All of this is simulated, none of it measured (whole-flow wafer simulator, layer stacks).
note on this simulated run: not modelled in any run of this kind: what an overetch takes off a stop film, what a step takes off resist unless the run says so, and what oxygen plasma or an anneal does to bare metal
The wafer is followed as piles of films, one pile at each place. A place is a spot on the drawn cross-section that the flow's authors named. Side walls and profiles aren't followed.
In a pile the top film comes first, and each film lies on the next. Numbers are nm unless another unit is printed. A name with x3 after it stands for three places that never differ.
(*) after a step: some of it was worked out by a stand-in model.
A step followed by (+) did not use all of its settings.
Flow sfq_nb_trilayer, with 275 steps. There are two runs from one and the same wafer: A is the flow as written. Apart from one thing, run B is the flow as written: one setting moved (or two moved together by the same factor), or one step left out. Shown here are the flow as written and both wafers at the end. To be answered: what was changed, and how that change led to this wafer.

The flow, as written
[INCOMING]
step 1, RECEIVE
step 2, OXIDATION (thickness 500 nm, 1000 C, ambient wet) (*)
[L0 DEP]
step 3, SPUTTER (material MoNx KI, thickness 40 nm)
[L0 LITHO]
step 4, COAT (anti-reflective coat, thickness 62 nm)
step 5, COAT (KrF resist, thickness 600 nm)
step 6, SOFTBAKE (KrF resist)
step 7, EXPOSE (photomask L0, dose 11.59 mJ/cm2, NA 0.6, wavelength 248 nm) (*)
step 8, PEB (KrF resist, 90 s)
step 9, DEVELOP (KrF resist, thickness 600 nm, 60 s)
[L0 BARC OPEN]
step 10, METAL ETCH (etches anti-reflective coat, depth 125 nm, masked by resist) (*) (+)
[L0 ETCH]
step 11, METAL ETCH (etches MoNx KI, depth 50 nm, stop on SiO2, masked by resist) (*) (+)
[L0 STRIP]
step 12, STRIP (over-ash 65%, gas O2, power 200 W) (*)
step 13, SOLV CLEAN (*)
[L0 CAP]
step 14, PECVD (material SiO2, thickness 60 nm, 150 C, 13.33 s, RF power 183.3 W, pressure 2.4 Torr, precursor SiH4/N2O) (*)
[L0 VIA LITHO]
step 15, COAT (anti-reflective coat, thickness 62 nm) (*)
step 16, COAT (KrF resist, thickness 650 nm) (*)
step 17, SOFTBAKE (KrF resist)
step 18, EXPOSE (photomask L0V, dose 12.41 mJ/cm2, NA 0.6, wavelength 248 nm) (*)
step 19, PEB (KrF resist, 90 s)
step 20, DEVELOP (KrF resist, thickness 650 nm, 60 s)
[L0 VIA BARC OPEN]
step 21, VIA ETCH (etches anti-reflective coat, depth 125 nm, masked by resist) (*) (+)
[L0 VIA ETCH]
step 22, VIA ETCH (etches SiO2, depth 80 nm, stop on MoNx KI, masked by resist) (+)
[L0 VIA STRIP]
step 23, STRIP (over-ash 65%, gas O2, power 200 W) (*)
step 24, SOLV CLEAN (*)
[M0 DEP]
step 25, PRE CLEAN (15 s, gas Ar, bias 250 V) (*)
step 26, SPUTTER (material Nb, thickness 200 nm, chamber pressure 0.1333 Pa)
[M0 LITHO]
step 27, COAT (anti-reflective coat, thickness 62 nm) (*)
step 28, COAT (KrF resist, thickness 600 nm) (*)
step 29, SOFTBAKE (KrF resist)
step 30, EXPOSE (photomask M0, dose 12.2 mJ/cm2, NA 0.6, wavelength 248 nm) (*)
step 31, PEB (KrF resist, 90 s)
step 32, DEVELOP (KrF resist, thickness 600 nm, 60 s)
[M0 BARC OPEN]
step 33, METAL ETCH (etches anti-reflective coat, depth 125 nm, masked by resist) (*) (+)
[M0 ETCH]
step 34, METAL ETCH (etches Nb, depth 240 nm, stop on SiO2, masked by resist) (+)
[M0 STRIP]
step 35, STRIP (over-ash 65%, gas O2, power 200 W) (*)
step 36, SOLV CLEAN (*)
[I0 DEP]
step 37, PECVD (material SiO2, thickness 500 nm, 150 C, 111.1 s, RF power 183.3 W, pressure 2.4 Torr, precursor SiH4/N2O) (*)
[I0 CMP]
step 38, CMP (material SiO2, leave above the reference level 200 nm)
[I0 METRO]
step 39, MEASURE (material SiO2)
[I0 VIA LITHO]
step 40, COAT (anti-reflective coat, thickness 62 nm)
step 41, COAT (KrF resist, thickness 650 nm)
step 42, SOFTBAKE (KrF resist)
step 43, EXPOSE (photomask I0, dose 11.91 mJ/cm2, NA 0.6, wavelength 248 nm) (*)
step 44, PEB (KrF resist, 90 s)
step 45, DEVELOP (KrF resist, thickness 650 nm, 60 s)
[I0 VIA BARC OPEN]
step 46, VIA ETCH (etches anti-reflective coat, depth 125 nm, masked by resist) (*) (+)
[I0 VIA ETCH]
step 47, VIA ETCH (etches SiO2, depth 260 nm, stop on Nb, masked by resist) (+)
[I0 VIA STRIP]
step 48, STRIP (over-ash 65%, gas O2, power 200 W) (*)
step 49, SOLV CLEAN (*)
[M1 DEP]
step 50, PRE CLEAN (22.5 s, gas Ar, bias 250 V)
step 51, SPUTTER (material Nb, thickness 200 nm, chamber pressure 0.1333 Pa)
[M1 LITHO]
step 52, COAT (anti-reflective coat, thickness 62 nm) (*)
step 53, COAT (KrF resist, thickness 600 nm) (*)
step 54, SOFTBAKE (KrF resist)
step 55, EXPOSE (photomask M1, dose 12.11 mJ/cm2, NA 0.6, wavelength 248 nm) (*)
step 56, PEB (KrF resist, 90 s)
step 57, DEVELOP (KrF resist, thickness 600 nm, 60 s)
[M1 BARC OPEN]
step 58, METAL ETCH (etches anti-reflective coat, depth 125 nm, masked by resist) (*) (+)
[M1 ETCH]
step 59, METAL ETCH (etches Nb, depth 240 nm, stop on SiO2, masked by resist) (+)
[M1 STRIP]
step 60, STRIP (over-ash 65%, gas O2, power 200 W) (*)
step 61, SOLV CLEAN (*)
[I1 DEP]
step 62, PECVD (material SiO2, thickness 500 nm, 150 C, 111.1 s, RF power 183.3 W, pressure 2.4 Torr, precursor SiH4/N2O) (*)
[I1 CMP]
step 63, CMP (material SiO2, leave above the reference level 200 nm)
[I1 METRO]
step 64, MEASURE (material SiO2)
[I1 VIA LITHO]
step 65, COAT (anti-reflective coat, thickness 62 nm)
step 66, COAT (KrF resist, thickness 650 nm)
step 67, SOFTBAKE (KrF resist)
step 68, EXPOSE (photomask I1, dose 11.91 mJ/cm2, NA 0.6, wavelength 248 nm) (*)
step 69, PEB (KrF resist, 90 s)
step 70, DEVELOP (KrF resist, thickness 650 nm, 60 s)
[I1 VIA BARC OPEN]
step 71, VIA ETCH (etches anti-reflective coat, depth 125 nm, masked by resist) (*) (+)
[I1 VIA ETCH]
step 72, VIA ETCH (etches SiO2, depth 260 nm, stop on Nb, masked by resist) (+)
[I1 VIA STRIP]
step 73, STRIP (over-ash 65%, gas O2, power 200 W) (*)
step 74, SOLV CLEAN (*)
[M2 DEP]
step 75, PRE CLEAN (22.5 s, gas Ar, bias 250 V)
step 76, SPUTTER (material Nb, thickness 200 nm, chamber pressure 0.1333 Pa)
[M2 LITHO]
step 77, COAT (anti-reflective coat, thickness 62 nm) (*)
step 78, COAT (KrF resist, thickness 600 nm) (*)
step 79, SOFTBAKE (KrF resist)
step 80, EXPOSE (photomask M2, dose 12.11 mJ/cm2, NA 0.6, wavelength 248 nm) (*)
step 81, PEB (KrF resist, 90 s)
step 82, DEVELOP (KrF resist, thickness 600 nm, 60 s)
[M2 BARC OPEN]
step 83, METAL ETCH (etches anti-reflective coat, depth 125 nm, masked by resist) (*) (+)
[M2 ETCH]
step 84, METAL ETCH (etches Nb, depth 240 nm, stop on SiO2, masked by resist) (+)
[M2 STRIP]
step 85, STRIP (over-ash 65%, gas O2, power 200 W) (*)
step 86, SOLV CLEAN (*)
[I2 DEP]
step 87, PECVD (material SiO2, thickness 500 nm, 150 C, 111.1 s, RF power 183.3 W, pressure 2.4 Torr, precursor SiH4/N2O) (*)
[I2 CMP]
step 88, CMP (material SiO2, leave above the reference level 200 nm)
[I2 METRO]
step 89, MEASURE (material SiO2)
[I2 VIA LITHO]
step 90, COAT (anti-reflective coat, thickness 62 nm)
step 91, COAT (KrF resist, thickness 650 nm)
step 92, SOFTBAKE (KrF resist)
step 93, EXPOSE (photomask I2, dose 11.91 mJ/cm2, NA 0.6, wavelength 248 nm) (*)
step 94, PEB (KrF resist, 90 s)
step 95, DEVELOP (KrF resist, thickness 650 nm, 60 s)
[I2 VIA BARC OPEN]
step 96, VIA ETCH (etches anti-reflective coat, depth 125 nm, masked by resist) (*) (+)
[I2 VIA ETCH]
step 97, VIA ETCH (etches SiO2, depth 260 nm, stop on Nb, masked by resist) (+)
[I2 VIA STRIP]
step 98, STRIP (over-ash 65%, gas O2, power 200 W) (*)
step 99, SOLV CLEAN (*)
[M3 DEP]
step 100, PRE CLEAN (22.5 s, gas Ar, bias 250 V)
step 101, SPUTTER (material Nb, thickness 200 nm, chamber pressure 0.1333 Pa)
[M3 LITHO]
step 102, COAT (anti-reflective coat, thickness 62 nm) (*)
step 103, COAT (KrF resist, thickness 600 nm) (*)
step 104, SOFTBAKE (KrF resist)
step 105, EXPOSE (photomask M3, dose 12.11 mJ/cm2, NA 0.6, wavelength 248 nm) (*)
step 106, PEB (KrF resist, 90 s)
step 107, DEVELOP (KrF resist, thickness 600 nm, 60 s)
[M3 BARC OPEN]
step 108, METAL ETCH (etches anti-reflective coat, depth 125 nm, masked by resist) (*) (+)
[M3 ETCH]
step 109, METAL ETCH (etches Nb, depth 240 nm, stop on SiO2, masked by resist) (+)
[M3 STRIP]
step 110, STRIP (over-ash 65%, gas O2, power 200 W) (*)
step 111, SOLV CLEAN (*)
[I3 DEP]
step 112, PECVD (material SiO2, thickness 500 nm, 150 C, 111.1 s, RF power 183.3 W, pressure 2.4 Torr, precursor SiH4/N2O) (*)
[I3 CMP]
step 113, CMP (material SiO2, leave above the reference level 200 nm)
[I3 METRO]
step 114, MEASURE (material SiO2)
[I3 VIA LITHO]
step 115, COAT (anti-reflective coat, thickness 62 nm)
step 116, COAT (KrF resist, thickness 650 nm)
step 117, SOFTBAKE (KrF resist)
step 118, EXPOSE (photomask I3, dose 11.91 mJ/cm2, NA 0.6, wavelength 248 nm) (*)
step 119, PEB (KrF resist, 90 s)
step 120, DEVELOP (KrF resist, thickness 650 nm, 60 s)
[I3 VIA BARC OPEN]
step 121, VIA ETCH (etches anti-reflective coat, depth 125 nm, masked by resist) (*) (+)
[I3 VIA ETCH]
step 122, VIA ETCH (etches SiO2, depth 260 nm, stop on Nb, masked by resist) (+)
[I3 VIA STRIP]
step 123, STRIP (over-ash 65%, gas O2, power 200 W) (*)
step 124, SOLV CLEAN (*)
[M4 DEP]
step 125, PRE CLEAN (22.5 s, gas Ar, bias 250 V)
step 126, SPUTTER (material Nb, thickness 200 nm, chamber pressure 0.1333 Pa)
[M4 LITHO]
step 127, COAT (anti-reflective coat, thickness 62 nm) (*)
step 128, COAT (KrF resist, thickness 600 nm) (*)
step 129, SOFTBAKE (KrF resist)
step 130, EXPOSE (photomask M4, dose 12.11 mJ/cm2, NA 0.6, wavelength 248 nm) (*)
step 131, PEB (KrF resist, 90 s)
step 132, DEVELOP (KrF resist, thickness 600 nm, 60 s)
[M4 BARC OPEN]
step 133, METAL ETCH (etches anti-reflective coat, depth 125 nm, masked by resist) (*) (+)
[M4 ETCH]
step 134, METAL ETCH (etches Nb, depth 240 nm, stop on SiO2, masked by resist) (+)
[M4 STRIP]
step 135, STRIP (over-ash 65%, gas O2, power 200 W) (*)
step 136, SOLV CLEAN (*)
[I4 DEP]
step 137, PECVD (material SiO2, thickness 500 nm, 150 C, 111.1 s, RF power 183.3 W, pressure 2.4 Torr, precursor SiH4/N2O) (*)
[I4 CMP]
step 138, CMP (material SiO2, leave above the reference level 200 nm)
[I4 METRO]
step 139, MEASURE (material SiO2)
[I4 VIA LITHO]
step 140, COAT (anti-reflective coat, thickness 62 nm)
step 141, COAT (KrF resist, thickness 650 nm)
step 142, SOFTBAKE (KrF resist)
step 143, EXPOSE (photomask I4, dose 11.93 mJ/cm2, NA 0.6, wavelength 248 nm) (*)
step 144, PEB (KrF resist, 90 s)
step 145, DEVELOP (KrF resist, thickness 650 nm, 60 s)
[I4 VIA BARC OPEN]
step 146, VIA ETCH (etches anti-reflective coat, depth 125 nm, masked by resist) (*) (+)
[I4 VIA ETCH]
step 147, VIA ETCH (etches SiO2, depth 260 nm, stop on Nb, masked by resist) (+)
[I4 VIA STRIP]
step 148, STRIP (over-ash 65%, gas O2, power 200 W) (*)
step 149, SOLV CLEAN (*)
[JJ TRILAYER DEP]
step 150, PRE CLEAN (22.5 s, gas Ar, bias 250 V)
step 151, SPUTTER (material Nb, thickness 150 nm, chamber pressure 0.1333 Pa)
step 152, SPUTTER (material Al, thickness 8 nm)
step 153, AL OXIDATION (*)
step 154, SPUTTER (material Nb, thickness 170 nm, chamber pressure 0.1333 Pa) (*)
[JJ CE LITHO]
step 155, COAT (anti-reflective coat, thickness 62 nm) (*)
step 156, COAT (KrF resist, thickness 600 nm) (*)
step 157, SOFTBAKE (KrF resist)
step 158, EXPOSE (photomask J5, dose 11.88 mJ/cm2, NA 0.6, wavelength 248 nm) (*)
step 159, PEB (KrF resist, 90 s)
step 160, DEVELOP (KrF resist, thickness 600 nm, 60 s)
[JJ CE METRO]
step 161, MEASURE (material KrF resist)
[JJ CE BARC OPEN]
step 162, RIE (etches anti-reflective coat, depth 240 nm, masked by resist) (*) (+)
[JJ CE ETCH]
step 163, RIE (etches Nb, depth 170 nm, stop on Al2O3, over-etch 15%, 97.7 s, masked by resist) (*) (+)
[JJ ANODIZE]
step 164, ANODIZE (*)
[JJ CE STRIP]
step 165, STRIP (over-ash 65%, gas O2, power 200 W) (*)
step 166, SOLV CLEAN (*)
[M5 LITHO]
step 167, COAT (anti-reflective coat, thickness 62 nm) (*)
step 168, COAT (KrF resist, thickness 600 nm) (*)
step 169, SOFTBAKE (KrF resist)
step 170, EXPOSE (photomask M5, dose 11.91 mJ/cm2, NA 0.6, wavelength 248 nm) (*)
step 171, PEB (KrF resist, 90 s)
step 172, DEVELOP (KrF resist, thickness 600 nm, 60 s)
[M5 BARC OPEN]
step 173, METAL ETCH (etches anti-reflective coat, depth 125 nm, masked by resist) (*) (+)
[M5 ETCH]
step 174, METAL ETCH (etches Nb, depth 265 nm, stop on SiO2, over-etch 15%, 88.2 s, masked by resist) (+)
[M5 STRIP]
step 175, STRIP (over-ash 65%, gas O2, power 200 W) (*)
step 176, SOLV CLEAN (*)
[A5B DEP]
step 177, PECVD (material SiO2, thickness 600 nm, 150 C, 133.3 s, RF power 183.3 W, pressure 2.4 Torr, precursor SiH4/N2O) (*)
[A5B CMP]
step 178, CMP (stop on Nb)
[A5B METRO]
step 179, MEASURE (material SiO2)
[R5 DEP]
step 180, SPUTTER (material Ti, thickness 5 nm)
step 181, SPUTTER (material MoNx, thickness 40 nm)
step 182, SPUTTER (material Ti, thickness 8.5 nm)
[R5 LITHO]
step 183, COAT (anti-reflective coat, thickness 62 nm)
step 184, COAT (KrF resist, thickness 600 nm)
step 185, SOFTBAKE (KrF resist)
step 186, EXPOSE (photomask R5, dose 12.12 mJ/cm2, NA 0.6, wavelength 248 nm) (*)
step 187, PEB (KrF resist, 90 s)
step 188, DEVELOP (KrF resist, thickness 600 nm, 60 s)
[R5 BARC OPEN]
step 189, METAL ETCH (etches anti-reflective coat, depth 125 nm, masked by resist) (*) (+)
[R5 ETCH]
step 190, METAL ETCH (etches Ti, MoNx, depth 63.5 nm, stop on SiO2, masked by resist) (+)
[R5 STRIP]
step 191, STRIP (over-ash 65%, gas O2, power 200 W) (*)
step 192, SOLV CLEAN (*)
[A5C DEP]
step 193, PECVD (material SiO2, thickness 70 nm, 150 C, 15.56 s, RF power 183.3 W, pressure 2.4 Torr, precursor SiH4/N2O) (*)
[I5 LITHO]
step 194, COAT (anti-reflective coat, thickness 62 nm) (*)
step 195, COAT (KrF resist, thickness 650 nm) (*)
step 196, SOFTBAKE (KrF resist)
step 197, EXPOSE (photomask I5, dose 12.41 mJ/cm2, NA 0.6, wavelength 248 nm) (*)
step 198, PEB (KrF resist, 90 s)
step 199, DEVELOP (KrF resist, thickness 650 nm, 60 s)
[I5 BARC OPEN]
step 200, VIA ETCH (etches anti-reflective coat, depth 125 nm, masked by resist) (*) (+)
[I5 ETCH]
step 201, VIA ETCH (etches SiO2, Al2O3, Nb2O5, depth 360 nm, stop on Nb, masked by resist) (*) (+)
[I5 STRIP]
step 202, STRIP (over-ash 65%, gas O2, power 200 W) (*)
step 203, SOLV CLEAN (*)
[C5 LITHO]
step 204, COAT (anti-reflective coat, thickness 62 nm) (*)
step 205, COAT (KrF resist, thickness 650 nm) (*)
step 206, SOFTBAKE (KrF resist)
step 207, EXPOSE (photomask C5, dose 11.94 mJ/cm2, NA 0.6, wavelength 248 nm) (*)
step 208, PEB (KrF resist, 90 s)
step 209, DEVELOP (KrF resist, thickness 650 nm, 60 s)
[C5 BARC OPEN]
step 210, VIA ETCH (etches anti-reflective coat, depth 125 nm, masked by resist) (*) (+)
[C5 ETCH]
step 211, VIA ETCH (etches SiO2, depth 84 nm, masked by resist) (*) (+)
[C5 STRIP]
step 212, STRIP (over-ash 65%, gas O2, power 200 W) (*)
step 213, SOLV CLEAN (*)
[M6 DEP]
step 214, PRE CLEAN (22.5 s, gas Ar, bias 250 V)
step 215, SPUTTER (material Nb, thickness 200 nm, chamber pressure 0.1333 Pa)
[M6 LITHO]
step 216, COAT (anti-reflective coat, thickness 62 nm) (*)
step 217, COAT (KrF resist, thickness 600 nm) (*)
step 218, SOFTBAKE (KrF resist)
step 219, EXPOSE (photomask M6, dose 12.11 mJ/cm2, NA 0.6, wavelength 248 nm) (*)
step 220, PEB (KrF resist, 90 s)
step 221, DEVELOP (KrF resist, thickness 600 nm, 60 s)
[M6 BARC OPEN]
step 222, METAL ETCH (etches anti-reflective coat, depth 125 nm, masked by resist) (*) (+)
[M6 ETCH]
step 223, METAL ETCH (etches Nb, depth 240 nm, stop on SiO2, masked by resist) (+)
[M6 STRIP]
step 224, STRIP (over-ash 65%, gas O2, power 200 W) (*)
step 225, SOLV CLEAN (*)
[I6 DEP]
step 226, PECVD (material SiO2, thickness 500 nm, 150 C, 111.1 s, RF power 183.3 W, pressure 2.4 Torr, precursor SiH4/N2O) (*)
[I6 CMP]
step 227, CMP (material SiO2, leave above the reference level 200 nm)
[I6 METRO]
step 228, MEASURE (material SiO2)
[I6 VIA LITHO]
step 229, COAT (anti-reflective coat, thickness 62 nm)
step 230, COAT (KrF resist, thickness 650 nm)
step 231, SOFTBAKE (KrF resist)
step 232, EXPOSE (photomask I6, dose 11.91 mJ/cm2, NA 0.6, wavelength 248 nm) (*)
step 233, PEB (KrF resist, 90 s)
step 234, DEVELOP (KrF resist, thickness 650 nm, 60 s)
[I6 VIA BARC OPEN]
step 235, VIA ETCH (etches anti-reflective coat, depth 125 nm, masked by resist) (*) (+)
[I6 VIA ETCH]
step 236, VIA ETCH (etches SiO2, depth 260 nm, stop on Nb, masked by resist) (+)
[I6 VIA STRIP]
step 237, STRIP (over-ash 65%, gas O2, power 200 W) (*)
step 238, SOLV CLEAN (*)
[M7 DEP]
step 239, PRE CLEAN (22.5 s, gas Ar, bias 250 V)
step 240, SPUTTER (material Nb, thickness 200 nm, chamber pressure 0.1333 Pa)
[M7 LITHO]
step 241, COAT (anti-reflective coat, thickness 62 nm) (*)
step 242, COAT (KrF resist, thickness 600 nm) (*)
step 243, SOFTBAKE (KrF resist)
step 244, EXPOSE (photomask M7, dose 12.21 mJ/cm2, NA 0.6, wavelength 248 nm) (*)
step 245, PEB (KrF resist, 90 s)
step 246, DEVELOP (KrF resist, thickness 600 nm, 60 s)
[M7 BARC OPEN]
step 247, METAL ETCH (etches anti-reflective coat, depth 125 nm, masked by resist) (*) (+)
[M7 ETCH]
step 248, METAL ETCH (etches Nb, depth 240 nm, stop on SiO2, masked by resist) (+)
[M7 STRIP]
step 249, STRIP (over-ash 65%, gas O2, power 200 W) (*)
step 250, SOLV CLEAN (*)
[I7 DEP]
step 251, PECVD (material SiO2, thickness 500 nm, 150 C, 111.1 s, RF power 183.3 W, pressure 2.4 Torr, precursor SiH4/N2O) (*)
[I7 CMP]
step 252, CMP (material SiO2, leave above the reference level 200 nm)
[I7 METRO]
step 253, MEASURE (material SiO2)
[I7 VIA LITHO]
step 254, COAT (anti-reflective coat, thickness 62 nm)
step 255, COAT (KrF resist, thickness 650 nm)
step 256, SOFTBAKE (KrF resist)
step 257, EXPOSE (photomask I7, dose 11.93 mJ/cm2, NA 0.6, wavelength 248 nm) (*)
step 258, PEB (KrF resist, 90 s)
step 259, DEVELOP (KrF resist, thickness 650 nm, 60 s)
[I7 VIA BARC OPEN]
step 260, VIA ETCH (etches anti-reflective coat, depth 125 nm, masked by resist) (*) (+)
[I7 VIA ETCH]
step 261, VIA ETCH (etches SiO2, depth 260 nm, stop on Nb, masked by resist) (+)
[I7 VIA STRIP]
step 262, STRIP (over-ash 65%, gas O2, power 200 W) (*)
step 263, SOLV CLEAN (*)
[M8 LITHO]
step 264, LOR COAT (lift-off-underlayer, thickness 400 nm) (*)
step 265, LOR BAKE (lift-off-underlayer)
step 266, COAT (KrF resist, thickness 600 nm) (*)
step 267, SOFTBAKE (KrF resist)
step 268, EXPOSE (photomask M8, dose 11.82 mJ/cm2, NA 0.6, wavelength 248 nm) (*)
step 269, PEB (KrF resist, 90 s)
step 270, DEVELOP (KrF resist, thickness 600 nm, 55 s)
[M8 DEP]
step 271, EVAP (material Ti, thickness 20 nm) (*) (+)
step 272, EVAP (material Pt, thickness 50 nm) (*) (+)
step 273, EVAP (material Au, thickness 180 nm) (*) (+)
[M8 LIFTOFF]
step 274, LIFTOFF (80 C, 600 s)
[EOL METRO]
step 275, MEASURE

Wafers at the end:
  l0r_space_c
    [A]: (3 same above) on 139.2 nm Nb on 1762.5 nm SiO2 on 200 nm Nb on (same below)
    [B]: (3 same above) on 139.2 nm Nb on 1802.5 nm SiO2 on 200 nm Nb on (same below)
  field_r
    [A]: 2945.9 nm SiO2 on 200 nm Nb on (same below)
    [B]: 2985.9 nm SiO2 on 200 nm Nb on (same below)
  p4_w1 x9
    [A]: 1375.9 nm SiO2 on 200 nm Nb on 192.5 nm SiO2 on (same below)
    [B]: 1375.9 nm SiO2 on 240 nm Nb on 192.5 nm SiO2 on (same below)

What caused this: step 126, SPUTTER: thickness 240 nm was run, while the flow as written has thickness 200 nm.
One can read it off the wafer: p4_w1 x9 has Nb 240, and step 126 as written asks for 200 nm.

The path from the change to this, step by step:
  step 126, SPUTTER (material Nb, thickness 200 nm, chamber pressure 0.1333 Pa)
      field_l, v_sur, via_wl and 102 more: A +200 Nb (new film) | B +240 Nb (new film)
      via_v: A +165.5 Nb | B +199.1 Nb
  step 134, METAL ETCH (etches Nb, depth 240 nm, stop on SiO2, masked by resist) (+)
      field_l, be, be_sur and 64 more: A -200 Nb (all of it) | B -240 Nb (all of it)
  step 137, PECVD (material SiO2, thickness 500 nm, 150 C, 111.1 s, RF power 183.3 W, pressure 2.4 Torr, precursor SiH4/N2O) (*)
      p3_s0 x6: A +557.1 SiO2 | B +597.1 SiO2
      via_v: A +615 SiO2 (new film) | B +596.9 SiO2 (new film)
  step 138, CMP (material SiO2, leave above the reference level 200 nm)
      field_l, be, be_sur and 55 more: A -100 SiO2 | B -60 SiO2
      lsp_r, l0_sur, l0v: A -91.9 SiO2 | B -50.3 SiO2
      (and at 1 other place as well)
